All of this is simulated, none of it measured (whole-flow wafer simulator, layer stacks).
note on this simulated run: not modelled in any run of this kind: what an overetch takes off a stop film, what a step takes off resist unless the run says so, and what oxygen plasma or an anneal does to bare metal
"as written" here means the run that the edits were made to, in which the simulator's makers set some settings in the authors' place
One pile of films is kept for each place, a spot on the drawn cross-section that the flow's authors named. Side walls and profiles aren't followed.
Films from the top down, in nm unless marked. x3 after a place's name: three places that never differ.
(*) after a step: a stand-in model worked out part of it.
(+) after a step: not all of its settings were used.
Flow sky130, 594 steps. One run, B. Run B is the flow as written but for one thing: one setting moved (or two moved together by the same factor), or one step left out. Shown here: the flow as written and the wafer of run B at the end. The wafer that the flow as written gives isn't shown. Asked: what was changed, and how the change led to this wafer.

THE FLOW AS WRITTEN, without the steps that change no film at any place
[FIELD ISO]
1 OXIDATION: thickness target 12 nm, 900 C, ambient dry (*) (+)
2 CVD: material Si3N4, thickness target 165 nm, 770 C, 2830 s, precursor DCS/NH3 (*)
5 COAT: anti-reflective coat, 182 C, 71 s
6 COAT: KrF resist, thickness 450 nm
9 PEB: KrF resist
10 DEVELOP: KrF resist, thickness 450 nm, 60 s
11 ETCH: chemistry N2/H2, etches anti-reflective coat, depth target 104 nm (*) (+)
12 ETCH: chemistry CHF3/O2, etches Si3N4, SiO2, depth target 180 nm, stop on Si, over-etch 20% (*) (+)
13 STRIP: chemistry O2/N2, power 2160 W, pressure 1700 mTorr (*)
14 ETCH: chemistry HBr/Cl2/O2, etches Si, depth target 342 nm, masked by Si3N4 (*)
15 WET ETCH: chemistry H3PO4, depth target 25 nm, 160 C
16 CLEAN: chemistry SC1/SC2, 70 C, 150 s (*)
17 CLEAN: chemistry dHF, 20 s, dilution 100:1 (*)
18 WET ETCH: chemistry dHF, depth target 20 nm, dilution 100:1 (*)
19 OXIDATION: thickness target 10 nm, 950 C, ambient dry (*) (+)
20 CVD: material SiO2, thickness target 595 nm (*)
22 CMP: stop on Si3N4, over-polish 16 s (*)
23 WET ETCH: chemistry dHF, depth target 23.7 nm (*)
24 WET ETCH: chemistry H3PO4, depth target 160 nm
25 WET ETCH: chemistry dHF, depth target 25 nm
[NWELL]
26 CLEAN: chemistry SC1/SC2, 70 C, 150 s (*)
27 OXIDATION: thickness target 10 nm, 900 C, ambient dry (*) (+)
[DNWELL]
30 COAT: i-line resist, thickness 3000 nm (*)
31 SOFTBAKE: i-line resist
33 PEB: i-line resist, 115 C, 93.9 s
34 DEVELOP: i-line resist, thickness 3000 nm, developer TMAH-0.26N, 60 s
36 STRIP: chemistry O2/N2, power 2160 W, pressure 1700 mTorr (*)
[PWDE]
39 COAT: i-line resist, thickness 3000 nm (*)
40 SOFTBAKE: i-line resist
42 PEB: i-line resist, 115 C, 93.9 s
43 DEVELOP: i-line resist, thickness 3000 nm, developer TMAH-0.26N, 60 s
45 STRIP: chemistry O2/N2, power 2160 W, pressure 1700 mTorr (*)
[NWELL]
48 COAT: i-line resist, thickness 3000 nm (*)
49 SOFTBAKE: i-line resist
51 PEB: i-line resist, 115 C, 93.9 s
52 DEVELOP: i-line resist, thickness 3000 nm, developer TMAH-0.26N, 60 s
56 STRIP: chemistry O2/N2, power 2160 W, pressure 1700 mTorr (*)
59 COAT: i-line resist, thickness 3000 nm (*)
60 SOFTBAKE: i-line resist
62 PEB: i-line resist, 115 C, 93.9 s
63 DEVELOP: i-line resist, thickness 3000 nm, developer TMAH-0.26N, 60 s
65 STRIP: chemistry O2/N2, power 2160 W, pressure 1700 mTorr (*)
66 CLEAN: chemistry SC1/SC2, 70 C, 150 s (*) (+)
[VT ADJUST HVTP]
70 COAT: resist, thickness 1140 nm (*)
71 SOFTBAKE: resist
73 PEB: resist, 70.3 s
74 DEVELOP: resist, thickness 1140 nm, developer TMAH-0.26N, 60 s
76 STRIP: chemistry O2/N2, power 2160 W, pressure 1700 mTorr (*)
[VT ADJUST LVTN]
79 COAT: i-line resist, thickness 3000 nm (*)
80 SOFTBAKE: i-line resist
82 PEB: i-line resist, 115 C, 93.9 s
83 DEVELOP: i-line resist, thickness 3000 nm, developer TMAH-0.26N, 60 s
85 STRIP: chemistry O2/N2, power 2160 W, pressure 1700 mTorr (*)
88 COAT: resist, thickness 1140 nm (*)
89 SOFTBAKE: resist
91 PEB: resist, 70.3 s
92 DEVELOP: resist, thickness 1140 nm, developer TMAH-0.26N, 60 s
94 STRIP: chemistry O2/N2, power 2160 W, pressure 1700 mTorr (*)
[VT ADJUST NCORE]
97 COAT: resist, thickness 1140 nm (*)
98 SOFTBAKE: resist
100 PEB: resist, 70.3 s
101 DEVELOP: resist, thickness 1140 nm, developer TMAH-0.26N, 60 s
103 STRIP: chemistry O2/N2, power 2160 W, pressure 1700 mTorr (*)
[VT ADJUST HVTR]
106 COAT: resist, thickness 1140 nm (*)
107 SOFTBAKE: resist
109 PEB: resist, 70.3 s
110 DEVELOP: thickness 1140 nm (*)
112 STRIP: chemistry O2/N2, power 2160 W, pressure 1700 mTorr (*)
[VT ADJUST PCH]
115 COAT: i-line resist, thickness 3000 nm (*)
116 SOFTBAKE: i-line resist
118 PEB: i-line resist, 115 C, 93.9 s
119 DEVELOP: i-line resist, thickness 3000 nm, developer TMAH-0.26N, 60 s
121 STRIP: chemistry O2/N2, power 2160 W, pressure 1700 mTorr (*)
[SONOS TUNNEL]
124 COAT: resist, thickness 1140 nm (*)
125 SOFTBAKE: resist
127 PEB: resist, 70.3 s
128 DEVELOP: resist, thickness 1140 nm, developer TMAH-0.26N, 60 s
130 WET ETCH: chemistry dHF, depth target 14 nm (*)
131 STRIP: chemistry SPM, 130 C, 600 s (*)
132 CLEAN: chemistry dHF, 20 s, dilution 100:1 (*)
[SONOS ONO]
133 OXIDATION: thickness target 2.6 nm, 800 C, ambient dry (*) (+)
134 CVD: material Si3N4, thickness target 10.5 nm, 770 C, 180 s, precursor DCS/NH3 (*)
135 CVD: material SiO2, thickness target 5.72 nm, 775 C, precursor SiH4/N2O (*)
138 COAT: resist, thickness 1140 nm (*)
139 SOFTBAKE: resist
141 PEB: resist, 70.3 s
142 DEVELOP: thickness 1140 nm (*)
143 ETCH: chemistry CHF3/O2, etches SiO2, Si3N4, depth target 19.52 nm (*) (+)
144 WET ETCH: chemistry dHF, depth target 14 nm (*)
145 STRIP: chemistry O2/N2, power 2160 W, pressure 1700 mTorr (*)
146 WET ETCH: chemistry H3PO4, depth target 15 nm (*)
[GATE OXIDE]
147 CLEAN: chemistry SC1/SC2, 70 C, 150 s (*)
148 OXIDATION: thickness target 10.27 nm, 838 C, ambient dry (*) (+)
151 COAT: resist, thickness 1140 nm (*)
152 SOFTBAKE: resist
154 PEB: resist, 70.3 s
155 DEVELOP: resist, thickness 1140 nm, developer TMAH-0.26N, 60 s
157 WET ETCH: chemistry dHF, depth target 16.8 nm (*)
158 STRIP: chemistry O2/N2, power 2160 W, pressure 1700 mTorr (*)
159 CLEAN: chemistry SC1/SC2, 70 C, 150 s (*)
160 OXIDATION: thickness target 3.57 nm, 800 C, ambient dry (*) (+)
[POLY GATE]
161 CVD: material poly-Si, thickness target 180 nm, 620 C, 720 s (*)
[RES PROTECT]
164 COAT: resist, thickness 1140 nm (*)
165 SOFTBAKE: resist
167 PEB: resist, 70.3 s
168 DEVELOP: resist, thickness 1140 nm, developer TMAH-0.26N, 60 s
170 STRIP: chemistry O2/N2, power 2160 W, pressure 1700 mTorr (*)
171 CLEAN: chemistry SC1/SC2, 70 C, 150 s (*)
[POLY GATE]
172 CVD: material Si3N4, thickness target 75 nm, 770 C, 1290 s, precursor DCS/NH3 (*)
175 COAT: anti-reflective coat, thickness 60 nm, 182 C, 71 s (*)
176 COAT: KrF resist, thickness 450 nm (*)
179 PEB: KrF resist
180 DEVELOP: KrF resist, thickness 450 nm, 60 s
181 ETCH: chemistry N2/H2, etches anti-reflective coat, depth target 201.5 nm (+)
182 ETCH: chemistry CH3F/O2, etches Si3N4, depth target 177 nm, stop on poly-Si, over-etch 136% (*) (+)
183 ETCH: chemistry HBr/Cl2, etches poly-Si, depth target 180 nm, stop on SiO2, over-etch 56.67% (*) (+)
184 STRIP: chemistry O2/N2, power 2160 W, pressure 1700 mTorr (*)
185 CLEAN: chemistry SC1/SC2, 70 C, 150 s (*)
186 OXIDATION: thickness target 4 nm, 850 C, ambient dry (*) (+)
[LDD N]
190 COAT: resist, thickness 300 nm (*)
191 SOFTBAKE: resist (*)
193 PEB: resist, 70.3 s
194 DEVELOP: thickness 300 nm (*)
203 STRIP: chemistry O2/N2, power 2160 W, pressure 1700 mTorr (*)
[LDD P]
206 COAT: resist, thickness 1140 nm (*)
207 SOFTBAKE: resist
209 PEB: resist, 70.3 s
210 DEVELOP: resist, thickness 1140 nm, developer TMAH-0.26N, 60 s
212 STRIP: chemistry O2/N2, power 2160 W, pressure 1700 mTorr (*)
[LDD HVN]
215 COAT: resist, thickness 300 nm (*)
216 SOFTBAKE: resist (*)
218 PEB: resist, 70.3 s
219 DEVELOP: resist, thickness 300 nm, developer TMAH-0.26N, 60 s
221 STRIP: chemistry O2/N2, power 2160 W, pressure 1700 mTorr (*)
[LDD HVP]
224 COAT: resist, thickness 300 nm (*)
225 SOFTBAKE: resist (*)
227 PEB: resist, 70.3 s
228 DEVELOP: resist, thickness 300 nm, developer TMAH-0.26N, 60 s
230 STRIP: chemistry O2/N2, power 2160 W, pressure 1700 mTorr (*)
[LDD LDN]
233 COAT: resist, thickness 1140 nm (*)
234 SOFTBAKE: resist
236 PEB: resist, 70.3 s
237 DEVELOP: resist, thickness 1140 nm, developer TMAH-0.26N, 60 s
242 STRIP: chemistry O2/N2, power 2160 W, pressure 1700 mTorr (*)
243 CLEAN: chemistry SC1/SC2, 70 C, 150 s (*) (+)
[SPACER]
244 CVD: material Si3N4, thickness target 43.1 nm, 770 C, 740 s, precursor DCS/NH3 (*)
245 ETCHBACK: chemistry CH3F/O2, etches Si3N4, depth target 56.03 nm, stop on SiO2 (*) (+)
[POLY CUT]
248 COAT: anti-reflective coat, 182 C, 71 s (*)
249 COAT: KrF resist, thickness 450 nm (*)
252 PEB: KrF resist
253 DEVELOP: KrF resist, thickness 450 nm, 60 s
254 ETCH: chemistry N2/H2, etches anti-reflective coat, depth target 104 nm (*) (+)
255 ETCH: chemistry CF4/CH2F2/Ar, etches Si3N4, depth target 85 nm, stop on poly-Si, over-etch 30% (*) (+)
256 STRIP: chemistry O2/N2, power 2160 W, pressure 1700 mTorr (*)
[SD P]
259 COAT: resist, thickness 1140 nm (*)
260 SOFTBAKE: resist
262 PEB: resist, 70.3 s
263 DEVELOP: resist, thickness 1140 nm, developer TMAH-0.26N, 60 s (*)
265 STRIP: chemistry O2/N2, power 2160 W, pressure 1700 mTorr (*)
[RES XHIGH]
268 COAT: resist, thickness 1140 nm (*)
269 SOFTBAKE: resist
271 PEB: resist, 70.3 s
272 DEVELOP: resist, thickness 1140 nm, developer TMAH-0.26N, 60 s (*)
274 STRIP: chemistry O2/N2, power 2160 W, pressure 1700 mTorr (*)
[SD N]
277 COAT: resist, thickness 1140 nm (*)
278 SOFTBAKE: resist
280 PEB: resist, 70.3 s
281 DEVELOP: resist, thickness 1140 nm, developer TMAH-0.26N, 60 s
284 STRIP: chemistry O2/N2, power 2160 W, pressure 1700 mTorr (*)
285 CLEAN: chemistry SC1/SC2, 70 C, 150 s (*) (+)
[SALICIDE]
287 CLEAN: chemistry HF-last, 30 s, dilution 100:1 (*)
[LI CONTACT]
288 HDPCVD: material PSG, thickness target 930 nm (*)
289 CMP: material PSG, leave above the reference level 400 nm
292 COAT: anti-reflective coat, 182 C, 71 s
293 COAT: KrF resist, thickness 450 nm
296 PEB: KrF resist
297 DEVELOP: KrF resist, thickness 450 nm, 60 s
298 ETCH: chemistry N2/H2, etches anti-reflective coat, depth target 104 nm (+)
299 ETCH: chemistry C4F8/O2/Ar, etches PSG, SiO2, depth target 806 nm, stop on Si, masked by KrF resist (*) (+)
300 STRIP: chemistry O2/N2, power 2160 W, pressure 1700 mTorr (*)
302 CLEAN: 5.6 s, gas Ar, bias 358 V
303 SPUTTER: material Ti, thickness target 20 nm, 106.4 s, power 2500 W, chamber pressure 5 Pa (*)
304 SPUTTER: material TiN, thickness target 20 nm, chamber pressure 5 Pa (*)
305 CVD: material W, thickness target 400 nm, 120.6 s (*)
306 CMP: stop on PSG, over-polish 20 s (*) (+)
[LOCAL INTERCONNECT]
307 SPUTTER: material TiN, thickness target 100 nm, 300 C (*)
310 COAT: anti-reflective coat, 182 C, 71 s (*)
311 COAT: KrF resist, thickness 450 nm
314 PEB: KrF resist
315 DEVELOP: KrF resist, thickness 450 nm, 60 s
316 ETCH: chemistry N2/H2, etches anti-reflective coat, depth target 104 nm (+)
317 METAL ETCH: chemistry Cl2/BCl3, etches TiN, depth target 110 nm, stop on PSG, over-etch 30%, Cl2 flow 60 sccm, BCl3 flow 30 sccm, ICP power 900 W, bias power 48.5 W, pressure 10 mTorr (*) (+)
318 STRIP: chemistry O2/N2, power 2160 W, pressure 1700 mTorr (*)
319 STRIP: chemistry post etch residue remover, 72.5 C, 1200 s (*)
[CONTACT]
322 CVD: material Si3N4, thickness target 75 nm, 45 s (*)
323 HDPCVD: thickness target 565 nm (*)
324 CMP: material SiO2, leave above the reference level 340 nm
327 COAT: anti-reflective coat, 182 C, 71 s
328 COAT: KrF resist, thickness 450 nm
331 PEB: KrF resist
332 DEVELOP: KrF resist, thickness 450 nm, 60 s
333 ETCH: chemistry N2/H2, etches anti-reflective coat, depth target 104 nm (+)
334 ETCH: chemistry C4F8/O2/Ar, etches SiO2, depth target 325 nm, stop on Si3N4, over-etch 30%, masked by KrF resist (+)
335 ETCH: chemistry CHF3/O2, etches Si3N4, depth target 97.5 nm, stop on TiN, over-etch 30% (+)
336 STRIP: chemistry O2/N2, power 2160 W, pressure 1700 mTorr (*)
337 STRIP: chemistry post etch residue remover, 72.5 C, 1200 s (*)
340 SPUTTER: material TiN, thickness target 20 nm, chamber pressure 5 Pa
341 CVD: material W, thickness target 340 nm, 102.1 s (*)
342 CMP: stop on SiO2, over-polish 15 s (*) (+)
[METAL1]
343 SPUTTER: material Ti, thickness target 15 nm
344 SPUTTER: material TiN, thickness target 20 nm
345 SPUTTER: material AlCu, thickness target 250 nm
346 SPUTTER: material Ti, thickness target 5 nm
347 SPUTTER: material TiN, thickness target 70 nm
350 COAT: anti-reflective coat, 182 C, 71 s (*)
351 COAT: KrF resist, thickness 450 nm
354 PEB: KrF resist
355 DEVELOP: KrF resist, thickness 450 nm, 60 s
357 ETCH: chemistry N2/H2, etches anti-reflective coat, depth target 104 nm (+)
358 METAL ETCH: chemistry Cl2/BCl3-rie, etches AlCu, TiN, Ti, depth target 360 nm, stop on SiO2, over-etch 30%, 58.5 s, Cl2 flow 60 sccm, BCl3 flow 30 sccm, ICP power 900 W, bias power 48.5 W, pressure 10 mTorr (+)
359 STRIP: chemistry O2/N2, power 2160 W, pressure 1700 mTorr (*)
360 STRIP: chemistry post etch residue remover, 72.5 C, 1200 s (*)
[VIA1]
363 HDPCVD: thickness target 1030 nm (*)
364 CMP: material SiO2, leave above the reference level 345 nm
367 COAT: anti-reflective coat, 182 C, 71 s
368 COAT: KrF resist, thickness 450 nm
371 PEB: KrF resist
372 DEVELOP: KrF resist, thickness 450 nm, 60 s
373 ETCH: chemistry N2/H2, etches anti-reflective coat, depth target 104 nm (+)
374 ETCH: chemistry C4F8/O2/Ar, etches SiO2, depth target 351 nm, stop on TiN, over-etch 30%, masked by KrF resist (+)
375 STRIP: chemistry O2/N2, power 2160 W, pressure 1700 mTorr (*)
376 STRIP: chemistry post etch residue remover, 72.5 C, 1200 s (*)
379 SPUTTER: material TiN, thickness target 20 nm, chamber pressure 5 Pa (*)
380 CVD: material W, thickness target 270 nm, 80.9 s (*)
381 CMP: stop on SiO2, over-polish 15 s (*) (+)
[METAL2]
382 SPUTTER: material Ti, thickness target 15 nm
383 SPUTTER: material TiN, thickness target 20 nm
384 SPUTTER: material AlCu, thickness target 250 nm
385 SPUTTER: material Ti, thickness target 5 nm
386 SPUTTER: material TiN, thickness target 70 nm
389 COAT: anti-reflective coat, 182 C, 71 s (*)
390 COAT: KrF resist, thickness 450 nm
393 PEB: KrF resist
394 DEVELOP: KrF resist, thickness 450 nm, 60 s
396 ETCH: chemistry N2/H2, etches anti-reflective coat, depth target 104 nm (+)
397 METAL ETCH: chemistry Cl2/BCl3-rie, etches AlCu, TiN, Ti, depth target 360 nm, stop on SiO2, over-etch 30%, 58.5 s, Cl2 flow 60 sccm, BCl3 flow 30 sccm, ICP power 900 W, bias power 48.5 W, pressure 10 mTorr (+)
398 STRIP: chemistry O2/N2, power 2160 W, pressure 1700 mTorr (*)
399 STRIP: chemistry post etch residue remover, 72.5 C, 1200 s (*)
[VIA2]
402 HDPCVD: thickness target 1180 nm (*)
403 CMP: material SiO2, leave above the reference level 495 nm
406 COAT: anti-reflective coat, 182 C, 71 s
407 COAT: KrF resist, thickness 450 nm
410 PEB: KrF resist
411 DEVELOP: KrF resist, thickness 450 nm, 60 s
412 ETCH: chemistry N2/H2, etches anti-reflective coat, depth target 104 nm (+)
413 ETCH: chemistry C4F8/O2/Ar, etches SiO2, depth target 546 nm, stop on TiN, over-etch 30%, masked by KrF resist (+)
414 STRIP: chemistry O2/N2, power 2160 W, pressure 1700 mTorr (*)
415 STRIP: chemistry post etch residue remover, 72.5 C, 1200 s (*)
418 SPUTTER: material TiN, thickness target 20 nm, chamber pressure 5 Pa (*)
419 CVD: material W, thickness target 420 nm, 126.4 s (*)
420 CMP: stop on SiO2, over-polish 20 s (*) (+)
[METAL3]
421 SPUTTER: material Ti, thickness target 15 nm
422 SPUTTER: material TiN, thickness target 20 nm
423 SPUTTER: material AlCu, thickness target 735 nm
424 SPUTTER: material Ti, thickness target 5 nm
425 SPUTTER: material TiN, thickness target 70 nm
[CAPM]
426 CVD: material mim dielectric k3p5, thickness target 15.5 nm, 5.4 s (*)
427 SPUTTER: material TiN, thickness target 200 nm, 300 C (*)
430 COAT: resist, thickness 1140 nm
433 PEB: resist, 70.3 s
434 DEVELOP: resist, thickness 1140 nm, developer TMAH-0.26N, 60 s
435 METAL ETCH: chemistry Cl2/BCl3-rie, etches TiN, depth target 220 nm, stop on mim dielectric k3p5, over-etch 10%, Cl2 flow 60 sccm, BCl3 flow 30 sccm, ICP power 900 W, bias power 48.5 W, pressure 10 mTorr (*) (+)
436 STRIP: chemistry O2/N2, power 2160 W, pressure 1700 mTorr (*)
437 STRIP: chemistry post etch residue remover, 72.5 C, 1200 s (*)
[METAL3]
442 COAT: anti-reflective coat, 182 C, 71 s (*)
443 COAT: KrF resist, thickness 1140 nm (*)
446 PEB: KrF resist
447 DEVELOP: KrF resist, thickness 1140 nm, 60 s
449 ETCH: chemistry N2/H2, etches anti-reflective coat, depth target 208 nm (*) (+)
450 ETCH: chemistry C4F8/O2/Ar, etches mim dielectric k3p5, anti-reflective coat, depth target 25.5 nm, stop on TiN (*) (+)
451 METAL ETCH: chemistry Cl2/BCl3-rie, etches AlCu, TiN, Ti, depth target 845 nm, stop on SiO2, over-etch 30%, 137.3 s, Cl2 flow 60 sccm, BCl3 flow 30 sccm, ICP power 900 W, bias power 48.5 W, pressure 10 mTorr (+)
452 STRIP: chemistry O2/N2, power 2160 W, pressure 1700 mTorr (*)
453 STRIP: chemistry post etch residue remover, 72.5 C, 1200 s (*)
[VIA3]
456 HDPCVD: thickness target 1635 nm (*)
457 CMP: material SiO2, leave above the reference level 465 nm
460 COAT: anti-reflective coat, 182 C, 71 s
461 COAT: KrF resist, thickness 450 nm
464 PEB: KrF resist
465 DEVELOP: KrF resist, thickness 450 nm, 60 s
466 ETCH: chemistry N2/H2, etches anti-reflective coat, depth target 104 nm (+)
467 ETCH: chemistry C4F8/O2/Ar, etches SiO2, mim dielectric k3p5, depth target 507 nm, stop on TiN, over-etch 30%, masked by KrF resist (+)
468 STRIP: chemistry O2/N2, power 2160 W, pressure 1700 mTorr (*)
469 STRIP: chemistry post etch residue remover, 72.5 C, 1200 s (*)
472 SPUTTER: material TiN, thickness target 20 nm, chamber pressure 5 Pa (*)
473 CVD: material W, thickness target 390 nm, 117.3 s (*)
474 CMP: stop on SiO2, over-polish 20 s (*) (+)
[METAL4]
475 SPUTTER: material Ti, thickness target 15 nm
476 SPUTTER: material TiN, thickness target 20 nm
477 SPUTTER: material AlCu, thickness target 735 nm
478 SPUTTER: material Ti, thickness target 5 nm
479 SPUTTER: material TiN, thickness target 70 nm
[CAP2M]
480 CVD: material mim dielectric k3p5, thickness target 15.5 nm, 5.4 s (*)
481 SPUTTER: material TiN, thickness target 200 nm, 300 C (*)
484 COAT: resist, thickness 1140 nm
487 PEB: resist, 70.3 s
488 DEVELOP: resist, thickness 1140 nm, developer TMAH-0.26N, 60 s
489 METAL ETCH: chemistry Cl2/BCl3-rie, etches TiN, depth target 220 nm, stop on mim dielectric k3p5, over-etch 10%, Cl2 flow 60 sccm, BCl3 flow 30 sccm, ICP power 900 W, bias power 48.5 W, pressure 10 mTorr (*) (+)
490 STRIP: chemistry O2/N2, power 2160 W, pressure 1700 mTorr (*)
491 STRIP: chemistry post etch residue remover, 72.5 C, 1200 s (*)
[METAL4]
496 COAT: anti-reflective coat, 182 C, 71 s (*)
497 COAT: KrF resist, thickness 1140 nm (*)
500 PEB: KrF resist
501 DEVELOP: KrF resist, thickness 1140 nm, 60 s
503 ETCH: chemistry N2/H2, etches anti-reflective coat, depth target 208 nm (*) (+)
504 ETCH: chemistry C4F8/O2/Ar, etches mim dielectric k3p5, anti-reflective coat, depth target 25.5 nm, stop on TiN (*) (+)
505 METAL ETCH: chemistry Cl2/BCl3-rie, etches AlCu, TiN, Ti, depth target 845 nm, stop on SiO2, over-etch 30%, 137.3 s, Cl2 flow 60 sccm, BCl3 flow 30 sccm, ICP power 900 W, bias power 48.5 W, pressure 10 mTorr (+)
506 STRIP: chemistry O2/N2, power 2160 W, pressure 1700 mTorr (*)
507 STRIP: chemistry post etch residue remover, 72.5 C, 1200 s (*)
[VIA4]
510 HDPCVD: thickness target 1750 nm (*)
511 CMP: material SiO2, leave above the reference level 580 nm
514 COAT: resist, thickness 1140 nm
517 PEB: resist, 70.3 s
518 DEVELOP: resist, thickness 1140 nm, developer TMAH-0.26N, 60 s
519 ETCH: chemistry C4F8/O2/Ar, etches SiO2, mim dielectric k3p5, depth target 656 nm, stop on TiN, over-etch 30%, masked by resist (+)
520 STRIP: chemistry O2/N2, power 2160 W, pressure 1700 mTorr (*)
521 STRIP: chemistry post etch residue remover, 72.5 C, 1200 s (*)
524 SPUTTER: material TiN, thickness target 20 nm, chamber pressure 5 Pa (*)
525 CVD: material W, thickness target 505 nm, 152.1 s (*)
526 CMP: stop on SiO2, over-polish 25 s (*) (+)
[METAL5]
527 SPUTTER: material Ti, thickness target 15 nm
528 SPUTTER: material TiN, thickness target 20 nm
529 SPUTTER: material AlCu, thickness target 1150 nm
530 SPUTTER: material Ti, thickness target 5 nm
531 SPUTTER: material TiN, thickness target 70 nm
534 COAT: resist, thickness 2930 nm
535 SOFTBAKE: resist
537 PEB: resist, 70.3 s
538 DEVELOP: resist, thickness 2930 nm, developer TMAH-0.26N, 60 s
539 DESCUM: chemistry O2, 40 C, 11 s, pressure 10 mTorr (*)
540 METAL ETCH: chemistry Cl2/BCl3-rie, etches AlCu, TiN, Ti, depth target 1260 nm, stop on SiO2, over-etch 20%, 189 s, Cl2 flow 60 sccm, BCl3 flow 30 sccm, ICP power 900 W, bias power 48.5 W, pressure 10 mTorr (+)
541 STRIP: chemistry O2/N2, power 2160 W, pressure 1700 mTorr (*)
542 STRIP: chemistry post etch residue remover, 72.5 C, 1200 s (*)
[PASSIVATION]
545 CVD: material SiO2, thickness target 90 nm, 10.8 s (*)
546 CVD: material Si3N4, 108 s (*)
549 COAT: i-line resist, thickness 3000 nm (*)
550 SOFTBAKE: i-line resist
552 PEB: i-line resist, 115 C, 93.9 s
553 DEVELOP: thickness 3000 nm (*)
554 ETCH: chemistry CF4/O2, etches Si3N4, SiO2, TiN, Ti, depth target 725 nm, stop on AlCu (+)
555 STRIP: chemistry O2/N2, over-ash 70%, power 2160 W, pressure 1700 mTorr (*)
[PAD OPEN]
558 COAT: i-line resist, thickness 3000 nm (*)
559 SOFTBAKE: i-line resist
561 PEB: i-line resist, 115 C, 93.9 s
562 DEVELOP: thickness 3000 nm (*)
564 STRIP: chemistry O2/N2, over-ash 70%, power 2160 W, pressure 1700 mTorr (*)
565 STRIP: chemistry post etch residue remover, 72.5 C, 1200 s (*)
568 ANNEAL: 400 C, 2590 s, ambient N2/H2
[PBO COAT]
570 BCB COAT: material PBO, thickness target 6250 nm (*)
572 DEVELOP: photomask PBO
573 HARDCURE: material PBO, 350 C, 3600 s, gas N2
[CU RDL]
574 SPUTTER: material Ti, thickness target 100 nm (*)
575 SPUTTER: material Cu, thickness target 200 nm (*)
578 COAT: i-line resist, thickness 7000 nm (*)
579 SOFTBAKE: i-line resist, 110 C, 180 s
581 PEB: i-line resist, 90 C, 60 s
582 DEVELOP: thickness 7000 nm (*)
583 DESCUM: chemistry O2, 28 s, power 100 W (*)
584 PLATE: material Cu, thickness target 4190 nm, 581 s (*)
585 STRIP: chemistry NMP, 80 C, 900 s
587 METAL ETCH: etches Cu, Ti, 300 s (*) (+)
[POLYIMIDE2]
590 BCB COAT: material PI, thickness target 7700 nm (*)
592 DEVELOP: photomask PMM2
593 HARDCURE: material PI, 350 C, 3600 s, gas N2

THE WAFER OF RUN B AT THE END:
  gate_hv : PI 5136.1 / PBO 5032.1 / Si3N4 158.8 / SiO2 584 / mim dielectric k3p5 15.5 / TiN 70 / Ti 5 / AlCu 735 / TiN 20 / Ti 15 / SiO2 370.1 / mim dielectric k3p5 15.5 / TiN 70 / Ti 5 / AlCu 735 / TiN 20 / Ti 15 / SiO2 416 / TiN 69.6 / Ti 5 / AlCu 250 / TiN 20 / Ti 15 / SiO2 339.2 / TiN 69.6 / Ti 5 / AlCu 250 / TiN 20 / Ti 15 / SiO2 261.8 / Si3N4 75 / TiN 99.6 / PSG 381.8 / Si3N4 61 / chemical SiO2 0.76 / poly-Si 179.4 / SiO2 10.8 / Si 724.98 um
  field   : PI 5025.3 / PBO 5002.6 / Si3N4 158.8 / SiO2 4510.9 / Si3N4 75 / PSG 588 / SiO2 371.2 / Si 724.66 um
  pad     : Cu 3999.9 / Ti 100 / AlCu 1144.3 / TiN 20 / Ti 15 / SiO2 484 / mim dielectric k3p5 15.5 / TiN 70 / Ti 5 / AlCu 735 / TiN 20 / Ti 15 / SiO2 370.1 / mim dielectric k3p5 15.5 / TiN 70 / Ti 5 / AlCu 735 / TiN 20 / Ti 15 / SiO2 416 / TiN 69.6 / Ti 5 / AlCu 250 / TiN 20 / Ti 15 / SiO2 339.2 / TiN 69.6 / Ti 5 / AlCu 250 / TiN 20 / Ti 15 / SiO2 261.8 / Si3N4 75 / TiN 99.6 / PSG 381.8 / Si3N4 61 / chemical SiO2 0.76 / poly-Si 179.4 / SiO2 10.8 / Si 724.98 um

The cause: step 364, CMP: leave above the reference level 417 nm was run, where the flow has leave above the reference level 345 nm.

How the change led to this, step by step:
  364 CMP: material SiO2, leave above the reference level 345 nm
      n_well, p_well, gate_hv and 100 more: SiO2 -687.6 (as written it would be: SiO2 -759.6)
      field, active, gate and 81 more: SiO2 -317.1 (as written it would be: SiO2 -389.1)
      (and at 4 more places)
  374 ETCH: chemistry C4F8/O2/Ar, etches SiO2, depth target 351 nm, stop on TiN, over-etch 30%, masked by KrF resist (+)
      m1, via1_hole: SiO2 -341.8 (all of it) (as written it would be: SiO2 -269.8 (all of it))
  379 SPUTTER: material TiN, thickness target 20 nm, chamber pressure 5 Pa (*)
      m1: TiN +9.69 (as written it would be: TiN +11)
      via1_hole: TiN +9.67 (as written it would be: TiN +10.9)
  380 CVD: material W, thickness target 270 nm, 80.9 s (*)
      m1, via1_hole: W +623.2 (new film) (as written it would be: W +549.9 (new film))
